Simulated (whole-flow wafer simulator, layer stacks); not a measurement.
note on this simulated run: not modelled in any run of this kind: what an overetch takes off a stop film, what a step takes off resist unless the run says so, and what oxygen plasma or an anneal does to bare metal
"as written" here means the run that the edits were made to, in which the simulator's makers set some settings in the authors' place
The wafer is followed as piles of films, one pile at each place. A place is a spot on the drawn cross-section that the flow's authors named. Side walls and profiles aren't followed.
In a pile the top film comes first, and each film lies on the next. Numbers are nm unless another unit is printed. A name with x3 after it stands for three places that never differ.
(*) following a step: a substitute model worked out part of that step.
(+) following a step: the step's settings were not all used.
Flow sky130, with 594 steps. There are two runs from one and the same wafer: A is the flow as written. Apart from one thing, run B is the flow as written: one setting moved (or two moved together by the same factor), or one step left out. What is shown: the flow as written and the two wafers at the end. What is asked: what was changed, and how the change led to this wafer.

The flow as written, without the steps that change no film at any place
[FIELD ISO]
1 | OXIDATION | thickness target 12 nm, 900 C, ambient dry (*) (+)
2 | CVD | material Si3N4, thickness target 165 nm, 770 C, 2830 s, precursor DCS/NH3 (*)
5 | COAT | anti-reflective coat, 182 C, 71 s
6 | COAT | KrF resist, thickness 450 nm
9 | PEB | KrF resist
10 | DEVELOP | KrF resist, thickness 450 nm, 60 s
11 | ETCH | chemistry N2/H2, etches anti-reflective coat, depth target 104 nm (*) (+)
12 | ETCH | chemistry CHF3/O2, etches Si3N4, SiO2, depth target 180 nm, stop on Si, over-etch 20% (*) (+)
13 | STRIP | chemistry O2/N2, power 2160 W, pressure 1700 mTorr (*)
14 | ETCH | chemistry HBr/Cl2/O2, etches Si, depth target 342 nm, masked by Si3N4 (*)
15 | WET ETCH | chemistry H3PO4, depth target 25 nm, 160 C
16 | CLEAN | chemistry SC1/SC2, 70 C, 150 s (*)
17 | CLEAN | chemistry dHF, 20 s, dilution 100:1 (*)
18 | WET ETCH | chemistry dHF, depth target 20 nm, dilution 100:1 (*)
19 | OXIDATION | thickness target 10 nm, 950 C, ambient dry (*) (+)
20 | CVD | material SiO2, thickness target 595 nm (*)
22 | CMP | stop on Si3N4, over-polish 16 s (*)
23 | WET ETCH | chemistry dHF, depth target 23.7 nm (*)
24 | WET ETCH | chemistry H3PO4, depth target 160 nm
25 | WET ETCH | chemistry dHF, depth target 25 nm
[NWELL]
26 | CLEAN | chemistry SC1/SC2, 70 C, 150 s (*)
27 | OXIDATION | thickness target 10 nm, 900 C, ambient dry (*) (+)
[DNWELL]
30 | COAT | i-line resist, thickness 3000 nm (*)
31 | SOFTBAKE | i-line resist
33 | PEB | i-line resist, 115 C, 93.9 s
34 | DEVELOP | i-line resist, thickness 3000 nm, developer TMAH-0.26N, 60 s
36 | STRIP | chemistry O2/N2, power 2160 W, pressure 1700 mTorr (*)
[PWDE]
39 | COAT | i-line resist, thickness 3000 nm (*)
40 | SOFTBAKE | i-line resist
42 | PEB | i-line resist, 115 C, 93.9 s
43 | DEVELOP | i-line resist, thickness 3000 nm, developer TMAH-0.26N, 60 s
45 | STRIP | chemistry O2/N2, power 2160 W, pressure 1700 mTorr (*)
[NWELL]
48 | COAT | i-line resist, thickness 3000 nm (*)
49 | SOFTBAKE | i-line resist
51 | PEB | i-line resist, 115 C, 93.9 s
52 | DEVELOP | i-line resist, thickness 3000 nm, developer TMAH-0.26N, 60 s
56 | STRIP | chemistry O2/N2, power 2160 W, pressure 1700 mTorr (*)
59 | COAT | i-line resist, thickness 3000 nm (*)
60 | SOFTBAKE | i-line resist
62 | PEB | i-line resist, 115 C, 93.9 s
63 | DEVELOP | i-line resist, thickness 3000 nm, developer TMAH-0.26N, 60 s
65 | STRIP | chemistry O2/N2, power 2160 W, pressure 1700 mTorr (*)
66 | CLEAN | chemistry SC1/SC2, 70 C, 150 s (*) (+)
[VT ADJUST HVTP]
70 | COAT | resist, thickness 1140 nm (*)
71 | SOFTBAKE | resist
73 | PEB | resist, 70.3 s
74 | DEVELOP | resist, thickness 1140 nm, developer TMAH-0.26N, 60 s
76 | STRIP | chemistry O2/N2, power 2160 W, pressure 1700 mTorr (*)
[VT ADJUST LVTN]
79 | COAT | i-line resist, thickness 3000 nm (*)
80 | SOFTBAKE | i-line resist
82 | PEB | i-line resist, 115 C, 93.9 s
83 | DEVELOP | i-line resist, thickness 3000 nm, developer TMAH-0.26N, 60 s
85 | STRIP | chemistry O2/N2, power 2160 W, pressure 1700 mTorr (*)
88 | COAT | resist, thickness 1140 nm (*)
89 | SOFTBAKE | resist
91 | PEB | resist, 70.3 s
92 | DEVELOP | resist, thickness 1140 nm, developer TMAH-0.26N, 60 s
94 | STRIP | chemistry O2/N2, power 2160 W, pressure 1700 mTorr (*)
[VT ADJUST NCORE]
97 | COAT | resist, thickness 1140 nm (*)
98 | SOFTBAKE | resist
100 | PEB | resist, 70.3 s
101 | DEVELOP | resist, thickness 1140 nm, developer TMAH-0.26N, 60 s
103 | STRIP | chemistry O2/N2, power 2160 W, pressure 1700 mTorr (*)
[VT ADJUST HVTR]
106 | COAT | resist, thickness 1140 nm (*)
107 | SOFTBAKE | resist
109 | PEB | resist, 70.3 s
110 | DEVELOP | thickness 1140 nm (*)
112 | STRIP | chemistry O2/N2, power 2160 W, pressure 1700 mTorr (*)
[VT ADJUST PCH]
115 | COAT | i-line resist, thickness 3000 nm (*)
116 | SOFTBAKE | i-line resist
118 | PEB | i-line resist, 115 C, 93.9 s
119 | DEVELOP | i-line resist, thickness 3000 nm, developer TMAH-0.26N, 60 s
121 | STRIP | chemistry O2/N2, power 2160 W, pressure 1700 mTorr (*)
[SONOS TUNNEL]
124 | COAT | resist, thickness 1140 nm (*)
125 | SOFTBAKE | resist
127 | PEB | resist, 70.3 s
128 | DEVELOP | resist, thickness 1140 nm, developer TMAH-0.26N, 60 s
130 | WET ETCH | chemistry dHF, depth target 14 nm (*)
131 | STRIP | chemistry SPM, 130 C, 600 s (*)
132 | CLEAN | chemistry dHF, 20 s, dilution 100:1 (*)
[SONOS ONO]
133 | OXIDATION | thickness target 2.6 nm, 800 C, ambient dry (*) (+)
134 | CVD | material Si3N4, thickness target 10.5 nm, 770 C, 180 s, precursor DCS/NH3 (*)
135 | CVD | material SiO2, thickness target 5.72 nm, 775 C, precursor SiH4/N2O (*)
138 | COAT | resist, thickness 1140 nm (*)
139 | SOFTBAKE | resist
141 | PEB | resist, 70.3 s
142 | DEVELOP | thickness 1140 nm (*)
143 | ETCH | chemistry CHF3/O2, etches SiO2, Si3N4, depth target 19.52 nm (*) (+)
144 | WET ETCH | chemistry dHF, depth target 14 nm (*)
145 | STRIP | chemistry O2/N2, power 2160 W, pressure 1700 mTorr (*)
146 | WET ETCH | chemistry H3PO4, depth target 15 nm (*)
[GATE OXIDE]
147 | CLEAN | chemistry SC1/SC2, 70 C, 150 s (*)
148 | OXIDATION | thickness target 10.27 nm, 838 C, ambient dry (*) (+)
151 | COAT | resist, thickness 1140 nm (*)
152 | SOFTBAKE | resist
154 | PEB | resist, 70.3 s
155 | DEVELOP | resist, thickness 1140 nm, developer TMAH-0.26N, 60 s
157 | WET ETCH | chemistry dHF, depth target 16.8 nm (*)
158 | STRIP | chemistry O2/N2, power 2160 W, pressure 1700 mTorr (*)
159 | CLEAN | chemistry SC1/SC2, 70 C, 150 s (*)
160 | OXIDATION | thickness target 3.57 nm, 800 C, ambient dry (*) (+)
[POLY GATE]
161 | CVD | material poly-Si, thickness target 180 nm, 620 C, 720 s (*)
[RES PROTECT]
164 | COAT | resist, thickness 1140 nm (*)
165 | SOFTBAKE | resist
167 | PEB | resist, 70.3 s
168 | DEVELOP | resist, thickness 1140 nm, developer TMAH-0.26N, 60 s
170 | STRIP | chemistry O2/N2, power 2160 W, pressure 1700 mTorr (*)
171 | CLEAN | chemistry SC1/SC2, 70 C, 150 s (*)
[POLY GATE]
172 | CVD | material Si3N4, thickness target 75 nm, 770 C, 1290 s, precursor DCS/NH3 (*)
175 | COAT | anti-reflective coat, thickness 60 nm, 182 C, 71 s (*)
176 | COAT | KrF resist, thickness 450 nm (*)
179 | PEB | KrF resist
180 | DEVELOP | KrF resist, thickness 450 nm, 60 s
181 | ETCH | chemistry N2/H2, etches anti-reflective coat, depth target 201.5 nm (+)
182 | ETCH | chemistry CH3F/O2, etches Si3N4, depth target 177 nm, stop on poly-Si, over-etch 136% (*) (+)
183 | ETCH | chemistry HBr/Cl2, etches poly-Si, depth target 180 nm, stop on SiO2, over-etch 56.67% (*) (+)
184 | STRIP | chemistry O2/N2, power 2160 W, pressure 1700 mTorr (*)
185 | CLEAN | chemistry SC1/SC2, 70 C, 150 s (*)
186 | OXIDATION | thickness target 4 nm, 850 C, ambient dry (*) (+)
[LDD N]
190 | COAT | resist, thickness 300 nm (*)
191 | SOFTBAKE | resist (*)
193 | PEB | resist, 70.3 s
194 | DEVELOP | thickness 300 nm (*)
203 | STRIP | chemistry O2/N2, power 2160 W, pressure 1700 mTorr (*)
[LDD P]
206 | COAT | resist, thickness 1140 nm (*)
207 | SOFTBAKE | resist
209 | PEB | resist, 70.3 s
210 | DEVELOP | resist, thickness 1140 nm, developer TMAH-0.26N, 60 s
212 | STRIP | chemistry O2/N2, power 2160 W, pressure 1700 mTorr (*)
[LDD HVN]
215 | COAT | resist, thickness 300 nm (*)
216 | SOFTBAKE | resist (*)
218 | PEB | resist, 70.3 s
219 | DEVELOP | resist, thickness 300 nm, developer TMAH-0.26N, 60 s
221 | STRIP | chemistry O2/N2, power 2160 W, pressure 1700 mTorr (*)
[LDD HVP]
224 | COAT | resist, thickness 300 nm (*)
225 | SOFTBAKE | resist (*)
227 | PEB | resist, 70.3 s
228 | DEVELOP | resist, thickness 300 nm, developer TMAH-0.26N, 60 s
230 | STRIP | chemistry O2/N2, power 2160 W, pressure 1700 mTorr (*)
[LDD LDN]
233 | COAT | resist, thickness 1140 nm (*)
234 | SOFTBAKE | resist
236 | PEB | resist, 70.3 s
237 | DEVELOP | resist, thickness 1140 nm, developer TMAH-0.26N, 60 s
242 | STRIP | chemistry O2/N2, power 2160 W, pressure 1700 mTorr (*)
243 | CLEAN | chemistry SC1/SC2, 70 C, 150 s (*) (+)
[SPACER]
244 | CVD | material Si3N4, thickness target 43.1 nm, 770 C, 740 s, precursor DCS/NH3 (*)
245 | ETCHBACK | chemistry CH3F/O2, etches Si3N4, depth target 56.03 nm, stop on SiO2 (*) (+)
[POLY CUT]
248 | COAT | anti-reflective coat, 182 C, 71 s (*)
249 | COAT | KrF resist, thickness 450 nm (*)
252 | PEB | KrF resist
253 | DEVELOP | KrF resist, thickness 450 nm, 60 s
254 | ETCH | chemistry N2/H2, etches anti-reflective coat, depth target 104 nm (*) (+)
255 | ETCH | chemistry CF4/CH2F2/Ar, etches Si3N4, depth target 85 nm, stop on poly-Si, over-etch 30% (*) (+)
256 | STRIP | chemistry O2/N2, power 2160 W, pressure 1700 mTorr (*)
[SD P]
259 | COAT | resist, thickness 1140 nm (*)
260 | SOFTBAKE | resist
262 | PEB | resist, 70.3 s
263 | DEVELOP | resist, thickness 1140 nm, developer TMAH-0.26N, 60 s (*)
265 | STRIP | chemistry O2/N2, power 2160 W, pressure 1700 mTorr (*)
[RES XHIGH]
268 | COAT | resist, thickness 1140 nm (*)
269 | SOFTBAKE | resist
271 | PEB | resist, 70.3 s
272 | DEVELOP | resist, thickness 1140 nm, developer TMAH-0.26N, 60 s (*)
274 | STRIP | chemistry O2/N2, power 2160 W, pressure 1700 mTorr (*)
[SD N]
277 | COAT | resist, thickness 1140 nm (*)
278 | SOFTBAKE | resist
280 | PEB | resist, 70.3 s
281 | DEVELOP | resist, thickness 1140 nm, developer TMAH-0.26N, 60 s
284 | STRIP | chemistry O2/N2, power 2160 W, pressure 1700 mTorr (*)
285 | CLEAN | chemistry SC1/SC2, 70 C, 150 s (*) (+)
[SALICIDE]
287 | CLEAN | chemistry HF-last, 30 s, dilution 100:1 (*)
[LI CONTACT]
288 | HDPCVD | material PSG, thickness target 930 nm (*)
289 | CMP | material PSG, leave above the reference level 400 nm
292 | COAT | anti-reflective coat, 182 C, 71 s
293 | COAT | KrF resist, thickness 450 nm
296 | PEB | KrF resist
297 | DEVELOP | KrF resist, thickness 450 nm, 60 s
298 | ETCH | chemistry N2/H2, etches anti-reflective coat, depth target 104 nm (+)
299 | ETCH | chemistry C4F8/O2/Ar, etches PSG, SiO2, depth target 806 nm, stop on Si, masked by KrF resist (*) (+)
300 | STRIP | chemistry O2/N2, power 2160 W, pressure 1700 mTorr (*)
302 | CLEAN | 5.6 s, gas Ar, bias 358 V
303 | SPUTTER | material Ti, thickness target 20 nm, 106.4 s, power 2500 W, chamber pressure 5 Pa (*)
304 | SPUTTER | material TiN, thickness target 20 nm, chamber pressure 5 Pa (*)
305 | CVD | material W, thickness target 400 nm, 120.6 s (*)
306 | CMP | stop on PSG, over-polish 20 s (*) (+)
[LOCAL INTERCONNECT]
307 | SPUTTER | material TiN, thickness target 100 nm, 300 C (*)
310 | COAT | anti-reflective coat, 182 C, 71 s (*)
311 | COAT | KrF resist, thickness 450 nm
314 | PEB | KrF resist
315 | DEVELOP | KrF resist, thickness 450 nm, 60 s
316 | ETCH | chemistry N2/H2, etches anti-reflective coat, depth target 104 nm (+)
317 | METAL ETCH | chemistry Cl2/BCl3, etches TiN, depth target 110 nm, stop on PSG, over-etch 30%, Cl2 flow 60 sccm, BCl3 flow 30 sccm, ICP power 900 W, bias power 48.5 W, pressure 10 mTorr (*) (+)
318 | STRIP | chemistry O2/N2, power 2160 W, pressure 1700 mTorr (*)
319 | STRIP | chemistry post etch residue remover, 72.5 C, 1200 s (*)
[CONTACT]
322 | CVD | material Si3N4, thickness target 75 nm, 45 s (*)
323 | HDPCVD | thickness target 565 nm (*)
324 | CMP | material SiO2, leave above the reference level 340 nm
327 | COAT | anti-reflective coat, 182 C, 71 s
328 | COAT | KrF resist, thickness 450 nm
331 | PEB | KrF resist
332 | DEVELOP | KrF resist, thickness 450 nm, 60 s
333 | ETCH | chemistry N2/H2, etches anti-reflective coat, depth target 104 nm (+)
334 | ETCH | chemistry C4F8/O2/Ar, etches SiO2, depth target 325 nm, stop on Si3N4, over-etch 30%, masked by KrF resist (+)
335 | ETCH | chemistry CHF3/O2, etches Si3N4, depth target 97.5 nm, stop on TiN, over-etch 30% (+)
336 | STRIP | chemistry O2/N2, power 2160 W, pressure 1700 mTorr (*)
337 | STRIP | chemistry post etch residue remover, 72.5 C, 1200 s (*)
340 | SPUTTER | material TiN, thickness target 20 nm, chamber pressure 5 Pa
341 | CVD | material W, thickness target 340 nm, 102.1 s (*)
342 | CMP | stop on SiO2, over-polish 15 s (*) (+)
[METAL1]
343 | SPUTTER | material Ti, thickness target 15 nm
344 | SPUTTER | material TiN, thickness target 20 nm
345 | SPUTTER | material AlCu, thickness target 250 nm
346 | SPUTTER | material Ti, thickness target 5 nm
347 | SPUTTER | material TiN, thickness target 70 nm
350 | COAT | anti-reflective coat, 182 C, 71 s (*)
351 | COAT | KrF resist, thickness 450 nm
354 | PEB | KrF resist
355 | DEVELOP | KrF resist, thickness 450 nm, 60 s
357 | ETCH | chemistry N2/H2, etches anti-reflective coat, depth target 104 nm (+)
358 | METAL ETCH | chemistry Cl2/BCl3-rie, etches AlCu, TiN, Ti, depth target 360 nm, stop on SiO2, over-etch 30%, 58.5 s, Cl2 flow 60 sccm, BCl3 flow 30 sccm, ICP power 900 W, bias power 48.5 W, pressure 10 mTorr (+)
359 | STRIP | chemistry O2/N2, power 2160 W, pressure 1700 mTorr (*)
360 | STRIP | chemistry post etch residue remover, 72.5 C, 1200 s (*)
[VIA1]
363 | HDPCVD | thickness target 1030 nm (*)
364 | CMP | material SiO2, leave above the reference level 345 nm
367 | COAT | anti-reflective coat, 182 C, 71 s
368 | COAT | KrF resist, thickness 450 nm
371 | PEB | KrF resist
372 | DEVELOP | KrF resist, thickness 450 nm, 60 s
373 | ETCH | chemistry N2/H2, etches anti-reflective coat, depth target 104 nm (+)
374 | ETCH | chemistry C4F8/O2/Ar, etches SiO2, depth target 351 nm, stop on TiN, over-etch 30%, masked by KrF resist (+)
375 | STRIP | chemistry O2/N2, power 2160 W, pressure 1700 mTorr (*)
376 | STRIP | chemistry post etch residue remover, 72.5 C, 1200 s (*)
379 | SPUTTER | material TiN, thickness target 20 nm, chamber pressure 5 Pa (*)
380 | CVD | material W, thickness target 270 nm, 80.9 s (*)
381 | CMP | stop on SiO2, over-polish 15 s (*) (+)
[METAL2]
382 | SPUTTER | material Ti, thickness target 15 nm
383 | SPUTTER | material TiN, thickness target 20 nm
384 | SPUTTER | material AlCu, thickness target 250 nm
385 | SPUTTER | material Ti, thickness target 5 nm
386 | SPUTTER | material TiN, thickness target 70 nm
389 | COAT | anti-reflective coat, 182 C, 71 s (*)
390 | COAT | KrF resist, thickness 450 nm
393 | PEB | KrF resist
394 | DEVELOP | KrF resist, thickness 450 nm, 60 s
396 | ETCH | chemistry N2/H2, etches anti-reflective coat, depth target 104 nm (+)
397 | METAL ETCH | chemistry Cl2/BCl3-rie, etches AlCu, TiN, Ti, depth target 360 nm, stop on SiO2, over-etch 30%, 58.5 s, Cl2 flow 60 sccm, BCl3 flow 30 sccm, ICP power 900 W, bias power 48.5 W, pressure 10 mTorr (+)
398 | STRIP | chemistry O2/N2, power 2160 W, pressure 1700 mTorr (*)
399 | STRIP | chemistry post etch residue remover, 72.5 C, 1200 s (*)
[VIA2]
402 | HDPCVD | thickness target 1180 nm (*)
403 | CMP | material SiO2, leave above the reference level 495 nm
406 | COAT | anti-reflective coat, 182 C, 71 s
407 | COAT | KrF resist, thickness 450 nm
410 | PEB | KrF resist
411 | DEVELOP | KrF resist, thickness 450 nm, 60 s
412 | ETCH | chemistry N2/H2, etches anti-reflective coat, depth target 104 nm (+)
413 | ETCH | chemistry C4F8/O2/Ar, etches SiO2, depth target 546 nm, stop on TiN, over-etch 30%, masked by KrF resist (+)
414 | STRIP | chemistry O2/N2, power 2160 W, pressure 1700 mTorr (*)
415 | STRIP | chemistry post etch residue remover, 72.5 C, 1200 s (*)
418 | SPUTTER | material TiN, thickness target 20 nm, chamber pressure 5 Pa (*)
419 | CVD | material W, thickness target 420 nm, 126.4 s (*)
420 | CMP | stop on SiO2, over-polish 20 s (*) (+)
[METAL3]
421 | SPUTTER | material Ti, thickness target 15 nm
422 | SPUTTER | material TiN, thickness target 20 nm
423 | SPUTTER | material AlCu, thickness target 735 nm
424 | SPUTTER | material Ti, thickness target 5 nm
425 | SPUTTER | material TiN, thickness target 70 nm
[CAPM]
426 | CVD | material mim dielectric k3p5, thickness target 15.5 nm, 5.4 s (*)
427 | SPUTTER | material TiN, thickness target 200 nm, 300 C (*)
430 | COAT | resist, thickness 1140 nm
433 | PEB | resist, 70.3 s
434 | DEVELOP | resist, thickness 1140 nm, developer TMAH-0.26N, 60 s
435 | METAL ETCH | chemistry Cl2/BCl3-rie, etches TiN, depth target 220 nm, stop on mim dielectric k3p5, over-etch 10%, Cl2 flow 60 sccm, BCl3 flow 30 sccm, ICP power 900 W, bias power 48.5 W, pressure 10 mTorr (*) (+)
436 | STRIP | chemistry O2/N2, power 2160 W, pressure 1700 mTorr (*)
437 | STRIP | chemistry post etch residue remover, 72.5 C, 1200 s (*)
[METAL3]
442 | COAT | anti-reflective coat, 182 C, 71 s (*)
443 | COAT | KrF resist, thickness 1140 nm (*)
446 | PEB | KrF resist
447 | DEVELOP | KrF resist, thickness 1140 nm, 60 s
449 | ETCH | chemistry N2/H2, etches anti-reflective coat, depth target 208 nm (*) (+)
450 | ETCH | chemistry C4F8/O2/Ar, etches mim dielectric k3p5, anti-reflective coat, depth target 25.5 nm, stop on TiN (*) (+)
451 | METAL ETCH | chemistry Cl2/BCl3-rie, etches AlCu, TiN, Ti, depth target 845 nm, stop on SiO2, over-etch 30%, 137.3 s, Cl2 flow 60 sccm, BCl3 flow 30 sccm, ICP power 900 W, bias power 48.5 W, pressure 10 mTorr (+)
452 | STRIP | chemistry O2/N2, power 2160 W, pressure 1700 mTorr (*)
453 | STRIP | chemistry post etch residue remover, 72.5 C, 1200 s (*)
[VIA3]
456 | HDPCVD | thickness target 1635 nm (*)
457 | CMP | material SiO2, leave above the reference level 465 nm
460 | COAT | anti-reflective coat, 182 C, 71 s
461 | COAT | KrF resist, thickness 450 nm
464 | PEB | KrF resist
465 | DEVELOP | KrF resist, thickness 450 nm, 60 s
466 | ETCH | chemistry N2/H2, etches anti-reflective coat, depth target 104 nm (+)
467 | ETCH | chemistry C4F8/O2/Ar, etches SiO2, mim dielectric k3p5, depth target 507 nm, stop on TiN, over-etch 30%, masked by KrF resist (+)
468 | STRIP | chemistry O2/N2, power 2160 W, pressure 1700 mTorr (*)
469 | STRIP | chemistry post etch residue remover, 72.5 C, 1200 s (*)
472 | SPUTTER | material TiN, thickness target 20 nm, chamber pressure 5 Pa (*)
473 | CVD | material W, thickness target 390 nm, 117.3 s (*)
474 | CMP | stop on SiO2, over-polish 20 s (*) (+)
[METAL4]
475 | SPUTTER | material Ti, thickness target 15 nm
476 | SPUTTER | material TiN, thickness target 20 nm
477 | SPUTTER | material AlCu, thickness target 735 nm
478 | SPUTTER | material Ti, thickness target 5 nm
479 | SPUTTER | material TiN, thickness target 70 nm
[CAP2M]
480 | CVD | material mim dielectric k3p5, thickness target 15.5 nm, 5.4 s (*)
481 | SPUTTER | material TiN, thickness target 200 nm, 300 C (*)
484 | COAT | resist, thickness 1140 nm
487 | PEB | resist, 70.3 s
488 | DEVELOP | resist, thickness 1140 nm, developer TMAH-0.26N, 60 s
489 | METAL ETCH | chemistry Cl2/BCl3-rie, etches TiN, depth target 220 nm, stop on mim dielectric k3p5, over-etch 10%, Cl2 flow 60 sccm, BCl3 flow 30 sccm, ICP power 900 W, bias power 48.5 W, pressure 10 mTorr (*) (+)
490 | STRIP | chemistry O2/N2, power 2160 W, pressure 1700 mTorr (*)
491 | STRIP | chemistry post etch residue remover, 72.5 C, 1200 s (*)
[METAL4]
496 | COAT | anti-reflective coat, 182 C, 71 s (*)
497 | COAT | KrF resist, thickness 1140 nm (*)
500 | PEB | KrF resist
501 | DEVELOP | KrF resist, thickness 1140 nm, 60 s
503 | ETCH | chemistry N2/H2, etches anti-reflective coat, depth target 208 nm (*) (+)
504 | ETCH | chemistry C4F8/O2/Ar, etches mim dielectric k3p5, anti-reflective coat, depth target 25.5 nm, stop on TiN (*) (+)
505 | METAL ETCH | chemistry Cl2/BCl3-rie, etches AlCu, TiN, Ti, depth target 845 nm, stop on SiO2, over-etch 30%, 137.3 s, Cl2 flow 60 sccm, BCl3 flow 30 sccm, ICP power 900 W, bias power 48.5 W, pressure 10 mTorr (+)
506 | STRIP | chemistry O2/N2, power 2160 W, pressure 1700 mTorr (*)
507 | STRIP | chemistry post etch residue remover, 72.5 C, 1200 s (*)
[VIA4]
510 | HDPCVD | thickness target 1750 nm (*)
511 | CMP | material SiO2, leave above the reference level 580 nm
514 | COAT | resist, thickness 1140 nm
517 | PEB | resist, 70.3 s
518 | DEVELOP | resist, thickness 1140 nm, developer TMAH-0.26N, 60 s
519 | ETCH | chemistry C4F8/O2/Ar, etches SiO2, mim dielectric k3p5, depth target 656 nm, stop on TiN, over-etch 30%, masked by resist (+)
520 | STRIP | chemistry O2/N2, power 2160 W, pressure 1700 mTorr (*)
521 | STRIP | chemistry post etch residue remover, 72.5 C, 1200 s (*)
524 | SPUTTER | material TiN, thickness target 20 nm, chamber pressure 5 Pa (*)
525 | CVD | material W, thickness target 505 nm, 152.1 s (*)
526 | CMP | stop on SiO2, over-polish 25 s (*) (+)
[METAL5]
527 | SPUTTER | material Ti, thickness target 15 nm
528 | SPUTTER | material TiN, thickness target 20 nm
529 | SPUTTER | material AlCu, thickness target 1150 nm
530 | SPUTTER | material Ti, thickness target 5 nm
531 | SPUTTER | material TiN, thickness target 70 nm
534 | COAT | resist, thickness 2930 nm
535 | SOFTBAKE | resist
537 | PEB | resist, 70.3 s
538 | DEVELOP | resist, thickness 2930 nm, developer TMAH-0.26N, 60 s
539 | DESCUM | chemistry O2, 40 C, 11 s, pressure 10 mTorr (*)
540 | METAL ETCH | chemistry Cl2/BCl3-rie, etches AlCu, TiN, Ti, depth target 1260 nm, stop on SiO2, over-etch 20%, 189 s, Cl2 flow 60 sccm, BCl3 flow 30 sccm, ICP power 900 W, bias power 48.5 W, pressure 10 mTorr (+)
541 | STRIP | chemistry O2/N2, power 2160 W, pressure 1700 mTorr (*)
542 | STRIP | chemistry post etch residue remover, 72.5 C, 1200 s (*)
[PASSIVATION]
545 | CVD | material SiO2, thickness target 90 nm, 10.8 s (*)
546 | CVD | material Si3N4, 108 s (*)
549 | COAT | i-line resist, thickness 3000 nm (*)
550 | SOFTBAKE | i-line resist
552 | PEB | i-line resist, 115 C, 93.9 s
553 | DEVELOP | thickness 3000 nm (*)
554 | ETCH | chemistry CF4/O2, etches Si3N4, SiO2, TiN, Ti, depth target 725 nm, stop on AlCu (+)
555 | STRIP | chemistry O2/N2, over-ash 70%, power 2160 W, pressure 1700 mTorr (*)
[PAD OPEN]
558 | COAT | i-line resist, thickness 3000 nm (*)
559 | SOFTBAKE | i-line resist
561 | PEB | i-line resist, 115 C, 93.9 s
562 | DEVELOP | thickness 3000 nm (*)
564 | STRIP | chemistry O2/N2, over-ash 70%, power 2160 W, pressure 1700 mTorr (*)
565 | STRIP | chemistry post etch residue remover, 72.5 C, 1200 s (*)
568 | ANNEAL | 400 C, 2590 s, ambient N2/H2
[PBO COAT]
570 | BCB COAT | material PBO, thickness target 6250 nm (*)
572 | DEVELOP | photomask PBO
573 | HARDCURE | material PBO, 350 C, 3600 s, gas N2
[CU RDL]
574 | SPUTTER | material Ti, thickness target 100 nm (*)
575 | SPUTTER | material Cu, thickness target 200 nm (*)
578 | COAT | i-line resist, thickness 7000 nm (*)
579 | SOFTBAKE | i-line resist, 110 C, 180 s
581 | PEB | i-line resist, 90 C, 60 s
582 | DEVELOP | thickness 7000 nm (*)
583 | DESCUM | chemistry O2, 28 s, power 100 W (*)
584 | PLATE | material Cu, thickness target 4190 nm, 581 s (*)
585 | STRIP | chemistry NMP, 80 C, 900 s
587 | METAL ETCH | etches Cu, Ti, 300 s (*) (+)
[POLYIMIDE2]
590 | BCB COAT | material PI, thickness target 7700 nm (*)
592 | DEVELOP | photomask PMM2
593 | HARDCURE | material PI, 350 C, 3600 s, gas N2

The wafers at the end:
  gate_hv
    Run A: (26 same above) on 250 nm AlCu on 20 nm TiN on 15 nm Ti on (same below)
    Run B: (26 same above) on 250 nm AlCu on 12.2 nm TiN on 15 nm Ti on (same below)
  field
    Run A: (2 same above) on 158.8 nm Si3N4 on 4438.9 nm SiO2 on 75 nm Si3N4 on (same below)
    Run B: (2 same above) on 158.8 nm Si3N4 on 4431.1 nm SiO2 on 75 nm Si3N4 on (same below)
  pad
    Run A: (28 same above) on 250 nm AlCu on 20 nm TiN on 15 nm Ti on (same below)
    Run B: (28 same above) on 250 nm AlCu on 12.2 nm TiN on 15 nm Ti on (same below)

What caused this: step 344, SPUTTER: thickness target 12.2 nm was run, while the flow as written has thickness target 20 nm.
One can read it off the wafer: gate_hv has TiN 12.2, and step 344 as written asks for 20 nm.

Step by step, how the change led to this:
  344 | SPUTTER | material TiN, thickness target 20 nm
      field, active, n_well and 188 more: A TiN gains 20 (new film) | B TiN gains 12.2 (new film)
  358 | METAL ETCH | chemistry Cl2/BCl3-rie, etches AlCu, TiN, Ti, depth target 360 nm, stop on SiO2, over-etch 30%, 58.5 s, Cl2 flow 60 sccm, BCl3 flow 30 sccm, ICP power 900 W, bias power 48.5 W, pressure 10 mTorr (+)
      field, active, gate and 81 more: A TiN loses 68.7 (all of it), Ti loses 5 (all of it), AlCu loses 250 (all of it), TiN loses 20 (all of it), Ti loses 15 (all of it), SiO2 loses 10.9 | B TiN loses 68.7 (all of it), Ti loses 5 (all of it), AlCu loses 250 (all of it), TiN loses 12.2 (all of it), Ti loses 15 (all of it), SiO2 loses 11.7
